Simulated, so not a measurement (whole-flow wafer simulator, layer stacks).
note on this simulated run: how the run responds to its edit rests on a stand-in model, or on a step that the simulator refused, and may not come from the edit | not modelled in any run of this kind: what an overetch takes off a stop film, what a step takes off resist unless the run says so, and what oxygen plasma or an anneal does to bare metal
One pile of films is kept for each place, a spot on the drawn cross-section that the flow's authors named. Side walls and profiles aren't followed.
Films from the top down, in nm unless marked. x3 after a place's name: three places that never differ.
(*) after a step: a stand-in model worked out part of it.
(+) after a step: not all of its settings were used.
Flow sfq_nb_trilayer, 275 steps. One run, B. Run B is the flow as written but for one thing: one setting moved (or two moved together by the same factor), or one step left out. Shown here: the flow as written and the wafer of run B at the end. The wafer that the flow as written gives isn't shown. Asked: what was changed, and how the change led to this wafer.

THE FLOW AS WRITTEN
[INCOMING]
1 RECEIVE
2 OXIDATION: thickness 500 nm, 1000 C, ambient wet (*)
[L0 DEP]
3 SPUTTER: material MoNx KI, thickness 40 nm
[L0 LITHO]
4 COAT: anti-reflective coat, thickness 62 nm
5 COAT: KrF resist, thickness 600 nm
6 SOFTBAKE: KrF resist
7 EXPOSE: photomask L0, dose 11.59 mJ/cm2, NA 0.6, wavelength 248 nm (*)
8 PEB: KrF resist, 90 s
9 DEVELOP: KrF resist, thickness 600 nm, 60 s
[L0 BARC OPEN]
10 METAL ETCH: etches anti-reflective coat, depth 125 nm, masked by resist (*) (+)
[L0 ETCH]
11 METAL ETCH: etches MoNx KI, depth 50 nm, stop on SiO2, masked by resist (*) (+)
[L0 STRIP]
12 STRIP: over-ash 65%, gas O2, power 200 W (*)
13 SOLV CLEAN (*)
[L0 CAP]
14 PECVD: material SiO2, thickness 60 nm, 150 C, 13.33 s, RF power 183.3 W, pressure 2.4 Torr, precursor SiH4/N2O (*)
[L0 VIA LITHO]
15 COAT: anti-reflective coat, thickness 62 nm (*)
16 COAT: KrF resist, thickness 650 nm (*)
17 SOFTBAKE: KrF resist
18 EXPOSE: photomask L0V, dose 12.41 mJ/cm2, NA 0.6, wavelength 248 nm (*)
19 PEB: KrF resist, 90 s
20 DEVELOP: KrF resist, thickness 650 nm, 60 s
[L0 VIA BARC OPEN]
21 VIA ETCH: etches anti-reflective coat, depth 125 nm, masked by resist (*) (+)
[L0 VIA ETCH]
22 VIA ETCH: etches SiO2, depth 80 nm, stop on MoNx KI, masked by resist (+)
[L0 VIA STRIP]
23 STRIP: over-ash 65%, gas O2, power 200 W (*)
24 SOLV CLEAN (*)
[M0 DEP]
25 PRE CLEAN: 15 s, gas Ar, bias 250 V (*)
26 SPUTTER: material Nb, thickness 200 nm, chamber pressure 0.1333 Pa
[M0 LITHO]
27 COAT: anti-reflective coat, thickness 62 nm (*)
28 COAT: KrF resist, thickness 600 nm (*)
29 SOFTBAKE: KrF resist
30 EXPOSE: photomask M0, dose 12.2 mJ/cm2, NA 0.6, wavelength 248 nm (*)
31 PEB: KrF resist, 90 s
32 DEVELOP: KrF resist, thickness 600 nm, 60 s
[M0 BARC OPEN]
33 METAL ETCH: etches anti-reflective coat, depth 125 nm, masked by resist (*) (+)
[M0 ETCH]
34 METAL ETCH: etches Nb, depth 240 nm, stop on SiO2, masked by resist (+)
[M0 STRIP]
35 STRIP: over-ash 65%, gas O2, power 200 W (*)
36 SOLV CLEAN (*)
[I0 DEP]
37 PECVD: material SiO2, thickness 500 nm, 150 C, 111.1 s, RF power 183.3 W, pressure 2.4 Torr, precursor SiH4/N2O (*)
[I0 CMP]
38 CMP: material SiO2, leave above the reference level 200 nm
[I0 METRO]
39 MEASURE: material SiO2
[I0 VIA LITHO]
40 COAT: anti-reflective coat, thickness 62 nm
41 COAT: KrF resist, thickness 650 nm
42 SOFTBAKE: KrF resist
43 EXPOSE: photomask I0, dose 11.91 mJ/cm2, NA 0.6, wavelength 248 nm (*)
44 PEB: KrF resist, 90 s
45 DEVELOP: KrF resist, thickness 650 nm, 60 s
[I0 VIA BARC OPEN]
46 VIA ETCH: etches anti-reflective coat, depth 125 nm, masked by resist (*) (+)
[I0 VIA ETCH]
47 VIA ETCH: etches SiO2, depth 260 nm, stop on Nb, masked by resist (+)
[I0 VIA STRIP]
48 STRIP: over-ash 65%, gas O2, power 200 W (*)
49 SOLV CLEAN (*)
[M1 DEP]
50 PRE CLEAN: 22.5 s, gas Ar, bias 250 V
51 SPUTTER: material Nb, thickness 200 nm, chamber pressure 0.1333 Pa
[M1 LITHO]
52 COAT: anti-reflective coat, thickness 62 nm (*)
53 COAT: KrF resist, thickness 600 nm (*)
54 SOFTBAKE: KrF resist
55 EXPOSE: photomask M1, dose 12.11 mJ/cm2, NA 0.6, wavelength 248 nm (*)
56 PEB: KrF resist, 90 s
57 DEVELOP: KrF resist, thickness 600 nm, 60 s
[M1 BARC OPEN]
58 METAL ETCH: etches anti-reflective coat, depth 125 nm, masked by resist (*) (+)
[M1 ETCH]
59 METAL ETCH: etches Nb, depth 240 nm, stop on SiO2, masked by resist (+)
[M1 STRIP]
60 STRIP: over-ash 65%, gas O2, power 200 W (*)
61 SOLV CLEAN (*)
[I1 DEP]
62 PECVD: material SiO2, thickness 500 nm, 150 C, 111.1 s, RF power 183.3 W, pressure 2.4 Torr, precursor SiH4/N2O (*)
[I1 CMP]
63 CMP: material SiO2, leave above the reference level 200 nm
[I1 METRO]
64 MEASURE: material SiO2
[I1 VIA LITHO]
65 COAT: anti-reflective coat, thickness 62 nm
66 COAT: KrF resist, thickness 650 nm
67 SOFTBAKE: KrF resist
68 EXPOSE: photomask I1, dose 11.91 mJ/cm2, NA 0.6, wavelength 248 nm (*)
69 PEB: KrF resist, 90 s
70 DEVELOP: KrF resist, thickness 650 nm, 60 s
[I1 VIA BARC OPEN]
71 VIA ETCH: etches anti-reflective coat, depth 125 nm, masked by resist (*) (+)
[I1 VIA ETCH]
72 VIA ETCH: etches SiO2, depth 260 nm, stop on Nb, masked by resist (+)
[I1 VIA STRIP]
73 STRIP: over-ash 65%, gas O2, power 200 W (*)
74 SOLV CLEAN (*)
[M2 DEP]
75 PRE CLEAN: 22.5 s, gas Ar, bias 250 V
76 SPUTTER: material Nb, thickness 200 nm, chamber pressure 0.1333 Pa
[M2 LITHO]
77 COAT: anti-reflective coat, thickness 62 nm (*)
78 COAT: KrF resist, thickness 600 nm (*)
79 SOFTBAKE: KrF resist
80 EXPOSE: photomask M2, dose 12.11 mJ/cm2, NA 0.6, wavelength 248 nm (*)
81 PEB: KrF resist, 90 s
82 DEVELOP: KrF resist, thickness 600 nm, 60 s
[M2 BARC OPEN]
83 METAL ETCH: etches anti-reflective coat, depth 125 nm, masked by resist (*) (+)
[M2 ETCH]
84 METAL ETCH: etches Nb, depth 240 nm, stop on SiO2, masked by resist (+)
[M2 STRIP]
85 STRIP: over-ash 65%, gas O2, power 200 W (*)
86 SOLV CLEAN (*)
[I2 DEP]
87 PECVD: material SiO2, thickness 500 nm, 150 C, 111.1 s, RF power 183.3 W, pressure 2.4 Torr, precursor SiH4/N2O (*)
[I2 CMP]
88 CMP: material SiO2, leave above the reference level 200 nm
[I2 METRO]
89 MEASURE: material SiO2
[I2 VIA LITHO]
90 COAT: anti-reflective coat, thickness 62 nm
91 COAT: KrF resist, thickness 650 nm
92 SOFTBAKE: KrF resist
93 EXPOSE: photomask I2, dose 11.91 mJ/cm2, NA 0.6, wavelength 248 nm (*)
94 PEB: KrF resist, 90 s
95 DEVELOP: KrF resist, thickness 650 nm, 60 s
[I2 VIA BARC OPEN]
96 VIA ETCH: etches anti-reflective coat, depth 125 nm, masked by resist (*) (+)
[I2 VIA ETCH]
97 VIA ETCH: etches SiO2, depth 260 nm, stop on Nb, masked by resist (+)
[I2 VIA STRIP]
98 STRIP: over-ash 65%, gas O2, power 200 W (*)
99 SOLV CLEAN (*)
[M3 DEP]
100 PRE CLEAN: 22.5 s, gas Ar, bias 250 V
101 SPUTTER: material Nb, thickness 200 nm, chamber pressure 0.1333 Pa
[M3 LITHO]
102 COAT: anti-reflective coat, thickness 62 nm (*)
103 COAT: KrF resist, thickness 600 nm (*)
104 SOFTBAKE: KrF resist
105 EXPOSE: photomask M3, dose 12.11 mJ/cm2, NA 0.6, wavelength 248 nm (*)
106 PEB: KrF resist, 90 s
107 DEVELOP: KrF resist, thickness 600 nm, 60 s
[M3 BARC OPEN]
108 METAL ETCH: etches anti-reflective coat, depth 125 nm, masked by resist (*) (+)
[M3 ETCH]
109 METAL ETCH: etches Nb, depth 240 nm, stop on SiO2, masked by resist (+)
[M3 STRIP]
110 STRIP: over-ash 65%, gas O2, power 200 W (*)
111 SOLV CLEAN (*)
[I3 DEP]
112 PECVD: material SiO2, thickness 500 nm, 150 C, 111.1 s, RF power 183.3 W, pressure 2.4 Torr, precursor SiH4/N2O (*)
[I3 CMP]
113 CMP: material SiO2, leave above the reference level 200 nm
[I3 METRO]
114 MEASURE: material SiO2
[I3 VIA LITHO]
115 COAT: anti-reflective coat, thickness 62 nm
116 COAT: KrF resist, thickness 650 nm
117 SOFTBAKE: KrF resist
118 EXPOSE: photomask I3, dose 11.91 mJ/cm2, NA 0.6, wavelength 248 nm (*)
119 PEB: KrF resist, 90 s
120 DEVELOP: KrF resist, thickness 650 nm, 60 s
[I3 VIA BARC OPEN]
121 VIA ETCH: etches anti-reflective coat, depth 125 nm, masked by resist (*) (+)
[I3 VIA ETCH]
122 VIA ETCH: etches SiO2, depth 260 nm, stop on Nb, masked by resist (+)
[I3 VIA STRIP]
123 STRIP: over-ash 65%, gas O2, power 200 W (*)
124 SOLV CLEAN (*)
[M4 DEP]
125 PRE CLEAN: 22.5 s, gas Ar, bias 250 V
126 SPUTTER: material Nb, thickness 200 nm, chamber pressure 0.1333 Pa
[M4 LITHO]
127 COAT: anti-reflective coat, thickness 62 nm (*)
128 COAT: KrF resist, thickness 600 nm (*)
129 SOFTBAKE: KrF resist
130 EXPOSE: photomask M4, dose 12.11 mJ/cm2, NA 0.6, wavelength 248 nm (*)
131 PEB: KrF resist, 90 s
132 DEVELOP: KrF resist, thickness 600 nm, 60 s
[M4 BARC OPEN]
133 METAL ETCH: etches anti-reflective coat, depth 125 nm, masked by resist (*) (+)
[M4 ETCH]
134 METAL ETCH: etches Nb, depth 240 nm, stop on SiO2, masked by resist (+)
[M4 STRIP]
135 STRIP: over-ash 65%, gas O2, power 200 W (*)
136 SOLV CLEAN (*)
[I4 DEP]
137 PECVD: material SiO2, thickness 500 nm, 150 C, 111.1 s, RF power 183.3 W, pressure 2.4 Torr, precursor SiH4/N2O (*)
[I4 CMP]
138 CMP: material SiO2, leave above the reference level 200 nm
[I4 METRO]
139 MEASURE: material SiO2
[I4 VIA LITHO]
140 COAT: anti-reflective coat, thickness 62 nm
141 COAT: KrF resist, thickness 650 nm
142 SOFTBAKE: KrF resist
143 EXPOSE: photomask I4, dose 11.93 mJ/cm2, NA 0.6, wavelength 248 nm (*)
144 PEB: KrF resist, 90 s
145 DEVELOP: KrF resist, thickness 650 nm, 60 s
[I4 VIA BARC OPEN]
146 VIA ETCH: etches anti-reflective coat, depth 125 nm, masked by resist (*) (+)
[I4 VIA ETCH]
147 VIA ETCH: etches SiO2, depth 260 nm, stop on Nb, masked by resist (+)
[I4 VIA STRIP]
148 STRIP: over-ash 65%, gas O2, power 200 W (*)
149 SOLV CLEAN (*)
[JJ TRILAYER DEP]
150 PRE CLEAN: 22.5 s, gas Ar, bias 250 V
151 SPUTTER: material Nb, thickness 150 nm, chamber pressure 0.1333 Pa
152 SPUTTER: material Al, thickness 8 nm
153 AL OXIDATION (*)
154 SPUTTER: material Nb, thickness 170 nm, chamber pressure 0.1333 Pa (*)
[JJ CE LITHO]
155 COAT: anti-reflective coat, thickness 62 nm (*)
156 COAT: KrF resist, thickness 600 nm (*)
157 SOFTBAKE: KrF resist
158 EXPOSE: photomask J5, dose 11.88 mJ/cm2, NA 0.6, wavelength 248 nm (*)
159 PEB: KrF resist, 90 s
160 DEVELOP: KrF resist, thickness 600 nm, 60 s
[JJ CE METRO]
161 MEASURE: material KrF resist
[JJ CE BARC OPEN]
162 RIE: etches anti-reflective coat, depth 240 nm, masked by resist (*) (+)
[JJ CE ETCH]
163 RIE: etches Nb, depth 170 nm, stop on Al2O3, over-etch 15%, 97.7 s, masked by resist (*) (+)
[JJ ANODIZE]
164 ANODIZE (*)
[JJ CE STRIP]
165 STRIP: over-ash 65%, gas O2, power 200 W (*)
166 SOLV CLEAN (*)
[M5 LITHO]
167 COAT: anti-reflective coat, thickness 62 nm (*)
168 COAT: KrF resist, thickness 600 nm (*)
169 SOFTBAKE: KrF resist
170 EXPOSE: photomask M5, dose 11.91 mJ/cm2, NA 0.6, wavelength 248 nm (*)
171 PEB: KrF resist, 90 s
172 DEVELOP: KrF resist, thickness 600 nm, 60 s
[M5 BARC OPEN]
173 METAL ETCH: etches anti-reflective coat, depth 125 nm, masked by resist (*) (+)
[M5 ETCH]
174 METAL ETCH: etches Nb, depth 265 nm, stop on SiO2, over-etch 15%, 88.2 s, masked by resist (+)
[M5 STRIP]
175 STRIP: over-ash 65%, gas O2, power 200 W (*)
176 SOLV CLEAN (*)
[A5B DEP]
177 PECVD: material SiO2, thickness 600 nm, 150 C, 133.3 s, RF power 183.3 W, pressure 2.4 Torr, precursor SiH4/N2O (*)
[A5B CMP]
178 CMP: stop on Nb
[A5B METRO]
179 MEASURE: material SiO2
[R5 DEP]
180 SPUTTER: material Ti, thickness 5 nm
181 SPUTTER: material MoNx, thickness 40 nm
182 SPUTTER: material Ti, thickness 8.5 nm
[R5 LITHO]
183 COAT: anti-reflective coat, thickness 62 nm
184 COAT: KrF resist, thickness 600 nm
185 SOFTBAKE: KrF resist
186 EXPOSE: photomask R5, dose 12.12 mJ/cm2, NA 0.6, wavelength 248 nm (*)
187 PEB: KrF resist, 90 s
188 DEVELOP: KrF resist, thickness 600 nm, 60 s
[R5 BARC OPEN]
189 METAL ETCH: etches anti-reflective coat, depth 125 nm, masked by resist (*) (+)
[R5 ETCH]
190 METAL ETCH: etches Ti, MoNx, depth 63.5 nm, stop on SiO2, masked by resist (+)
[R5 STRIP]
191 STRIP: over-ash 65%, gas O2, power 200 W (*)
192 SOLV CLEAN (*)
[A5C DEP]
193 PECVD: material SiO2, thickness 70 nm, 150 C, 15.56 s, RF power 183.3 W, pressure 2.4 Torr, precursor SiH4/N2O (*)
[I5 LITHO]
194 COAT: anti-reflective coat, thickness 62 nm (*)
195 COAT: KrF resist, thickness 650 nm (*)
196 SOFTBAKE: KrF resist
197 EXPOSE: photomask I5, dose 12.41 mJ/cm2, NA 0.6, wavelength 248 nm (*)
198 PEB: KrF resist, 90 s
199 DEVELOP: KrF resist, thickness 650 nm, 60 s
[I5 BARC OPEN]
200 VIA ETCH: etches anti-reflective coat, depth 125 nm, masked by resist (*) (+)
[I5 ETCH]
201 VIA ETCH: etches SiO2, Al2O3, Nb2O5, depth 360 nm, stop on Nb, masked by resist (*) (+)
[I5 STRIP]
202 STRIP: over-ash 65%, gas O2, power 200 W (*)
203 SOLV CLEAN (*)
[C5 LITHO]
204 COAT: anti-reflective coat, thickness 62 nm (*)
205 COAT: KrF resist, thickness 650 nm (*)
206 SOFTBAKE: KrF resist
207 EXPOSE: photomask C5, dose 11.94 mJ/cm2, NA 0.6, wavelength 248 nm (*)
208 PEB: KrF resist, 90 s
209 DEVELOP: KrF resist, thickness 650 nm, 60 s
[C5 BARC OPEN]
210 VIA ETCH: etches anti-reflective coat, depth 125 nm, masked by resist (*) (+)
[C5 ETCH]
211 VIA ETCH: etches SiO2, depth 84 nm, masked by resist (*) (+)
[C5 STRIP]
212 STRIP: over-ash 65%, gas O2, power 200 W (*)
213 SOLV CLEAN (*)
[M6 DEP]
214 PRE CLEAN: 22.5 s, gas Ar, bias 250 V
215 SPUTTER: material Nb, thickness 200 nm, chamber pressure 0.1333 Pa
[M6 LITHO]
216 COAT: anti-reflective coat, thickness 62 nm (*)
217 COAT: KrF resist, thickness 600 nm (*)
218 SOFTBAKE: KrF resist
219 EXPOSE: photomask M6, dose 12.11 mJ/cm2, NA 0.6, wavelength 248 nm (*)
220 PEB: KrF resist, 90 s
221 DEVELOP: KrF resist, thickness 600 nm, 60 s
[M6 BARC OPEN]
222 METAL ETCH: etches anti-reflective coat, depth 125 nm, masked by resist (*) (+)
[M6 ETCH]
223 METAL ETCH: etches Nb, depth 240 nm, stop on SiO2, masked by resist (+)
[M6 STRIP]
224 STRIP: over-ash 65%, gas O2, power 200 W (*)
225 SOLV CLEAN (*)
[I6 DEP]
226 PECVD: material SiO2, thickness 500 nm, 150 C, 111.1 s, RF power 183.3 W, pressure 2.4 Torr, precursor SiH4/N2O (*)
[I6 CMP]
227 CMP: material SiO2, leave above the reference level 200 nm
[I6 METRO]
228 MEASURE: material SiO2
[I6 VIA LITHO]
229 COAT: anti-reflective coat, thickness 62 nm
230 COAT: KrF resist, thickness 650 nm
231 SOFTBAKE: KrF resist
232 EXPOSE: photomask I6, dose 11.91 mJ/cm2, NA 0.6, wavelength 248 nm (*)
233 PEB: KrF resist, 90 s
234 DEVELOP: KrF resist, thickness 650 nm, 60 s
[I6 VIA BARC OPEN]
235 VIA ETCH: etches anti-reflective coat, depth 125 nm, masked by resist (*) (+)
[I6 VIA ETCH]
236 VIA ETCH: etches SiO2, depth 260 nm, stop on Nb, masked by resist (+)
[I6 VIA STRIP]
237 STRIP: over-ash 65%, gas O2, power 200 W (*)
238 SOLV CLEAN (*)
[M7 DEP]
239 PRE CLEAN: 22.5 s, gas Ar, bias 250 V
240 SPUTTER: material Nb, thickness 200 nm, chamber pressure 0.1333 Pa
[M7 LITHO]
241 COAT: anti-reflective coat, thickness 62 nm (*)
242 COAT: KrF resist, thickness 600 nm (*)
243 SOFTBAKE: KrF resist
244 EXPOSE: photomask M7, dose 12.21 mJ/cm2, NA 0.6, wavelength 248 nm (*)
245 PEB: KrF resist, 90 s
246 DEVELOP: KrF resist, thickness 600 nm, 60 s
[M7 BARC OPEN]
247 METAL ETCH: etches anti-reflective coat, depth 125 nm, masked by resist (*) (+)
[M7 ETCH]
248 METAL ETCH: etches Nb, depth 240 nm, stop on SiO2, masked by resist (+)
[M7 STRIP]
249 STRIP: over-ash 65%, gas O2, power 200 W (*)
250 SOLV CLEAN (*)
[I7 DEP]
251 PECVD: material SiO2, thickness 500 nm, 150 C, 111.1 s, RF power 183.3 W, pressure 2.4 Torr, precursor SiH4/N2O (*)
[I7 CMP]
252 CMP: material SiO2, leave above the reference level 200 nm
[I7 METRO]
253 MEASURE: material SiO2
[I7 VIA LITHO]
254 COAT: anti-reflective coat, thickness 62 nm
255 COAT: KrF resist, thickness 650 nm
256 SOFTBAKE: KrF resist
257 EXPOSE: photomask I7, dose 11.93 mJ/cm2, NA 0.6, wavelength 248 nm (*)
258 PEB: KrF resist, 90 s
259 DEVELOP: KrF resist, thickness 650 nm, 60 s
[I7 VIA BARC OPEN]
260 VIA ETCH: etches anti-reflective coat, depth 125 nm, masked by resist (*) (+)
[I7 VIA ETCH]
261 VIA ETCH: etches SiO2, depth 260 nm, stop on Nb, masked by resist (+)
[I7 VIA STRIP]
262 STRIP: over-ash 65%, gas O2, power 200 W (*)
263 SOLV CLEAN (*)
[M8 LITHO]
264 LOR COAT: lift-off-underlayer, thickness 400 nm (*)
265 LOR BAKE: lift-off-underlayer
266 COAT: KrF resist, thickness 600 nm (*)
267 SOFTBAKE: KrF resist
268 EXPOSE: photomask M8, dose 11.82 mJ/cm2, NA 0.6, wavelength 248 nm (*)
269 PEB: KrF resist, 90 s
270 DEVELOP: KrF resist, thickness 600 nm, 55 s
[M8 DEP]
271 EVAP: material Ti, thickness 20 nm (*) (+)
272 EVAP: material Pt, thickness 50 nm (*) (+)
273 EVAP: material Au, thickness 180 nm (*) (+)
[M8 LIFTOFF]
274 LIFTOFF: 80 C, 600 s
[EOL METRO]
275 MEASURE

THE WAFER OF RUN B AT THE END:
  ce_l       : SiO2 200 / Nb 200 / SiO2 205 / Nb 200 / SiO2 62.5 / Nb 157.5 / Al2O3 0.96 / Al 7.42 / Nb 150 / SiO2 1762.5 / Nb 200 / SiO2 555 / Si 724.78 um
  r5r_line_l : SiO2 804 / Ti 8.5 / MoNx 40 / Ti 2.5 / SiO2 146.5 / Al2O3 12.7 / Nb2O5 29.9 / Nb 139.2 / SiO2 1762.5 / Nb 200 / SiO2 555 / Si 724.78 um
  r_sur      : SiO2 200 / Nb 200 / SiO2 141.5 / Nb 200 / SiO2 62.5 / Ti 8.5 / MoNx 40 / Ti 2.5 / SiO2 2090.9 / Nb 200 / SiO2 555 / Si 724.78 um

The cause: step 180, SPUTTER: thickness 2.5 nm was run, where the flow has thickness 5 nm.
It can be read off the wafer: r5r_line_l has Ti 2.5, and step 180 as written asks for 5 nm.

How the change led to this, step by step:
  180 SPUTTER: material Ti, thickness 5 nm
      field_l, v_sur, via_wl and 103 more: Ti +2.5 (new film) (as written it would be: Ti +5 (new film))
  190 METAL ETCH: etches Ti, MoNx, depth 63.5 nm, stop on SiO2, masked by resist (+)
      field_l, v_sur, via_wl and 92 more: Ti -8.5 (all of it), MoNx -40 (all of it), Ti -2.5 (all of it) (as written it would be: Ti -8.5 (all of it), MoNx -40 (all of it), Ti -5 (all of it))
      ce_l, c5j, ce_r, wl_jj: Ti -8.5 (all of it), MoNx -40 (all of it), Ti -2.5 (all of it), Nb -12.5 (as written it would be: Ti -8.5 (all of it), MoNx -40 (all of it), Ti -5 (all of it), Nb -10)
